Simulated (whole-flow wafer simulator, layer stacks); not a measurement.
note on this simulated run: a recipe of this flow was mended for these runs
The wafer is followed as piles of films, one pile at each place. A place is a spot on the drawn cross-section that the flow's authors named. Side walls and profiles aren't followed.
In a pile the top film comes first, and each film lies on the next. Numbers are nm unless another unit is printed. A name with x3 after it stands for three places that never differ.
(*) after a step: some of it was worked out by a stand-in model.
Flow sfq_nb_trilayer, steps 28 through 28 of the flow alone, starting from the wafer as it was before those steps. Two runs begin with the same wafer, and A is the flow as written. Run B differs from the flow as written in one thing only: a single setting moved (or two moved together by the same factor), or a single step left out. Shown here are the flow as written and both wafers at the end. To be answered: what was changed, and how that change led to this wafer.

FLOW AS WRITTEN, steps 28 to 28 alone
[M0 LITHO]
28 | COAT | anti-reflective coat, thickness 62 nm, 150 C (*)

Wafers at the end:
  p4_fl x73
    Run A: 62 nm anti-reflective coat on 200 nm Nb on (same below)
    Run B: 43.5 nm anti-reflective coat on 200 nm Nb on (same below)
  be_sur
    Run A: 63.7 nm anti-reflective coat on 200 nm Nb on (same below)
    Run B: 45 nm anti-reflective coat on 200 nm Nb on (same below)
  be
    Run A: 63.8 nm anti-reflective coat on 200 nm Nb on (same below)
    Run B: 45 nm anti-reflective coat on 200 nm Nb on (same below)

The reason: step 28, COAT: thickness 43.5 nm was run, whereas the flow has thickness 62 nm.
The wafer lets one read it off: p4_fl x73 has anti-reflective coat 43.5, and step 28 as written asks for 62 nm.

The path from the change to this, step by step:
  28 | COAT | anti-reflective coat, thickness 62 nm, 150 C (*)
      p4_fl x73: A +62 anti-reflective coat (new film) | B +43.5 anti-reflective coat (new film)
      be_sur, gap, jj_sur and 8 more: A +63.7 anti-reflective coat (new film) | B +45 anti-reflective coat (new film)
      (also at 22 further places)
